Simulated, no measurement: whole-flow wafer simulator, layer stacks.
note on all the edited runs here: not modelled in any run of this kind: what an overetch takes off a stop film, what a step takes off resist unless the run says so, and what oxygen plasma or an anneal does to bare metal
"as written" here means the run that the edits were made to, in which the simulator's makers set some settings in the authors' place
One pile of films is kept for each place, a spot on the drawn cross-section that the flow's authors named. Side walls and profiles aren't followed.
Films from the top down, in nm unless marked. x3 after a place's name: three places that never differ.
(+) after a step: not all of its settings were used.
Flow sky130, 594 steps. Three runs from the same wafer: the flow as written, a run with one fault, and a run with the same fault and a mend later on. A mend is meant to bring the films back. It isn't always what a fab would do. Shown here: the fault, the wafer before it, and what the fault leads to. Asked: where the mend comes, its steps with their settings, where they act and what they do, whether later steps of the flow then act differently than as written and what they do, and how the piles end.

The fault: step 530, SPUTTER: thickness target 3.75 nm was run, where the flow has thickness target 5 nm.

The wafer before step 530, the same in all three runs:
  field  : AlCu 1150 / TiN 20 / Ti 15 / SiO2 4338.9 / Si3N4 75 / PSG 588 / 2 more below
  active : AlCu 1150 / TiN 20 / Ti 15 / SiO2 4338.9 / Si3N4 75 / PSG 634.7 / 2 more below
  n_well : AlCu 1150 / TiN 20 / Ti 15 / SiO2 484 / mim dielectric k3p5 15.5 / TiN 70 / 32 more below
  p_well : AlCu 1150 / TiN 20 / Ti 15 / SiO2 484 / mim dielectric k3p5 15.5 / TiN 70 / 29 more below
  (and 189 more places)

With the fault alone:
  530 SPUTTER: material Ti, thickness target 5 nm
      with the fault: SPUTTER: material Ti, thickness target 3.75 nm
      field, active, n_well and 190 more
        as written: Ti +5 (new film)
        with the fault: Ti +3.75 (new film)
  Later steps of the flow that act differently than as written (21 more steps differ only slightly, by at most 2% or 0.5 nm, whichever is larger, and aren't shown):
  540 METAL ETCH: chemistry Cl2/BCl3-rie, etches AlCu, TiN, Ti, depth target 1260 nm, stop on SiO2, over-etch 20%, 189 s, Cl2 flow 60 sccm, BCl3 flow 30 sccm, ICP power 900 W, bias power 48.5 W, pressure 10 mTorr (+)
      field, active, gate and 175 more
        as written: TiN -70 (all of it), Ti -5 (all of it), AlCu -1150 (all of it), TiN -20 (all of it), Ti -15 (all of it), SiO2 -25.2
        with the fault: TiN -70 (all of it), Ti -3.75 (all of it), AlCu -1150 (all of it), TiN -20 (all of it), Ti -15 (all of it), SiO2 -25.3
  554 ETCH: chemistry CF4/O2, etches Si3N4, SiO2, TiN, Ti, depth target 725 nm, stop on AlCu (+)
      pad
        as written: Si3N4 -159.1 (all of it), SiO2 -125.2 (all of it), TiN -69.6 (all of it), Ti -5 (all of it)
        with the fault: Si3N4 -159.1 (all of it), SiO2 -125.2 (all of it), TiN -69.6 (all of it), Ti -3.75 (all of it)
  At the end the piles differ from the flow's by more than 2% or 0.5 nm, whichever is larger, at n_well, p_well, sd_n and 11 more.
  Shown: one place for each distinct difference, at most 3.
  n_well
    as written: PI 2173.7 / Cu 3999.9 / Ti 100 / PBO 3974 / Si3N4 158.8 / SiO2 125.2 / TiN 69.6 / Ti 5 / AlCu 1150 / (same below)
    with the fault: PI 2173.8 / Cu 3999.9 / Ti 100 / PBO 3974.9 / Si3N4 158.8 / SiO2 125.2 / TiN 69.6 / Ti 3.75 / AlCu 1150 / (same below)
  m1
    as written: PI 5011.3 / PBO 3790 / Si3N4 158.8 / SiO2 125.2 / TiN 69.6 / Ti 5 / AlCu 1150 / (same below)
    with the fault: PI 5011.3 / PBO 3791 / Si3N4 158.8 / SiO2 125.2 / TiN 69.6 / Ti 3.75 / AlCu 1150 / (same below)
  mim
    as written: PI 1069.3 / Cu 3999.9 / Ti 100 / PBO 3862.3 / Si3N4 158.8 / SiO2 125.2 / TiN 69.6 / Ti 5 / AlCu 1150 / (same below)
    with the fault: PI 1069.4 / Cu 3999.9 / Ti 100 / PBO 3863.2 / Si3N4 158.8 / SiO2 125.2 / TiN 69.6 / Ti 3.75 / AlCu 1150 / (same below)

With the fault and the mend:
  The mend comes after step 530.
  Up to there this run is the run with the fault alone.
  530a SPUTTER: material Ti, thickness target 1.25 nm (the flow's step 530 once more, with other settings)
      field, active, n_well and 190 more
        Ti +1.25
  No later step of the flow acts differently than as written at any place that is followed.
  At the end the piles are the same as the flow's at every place that both follow.
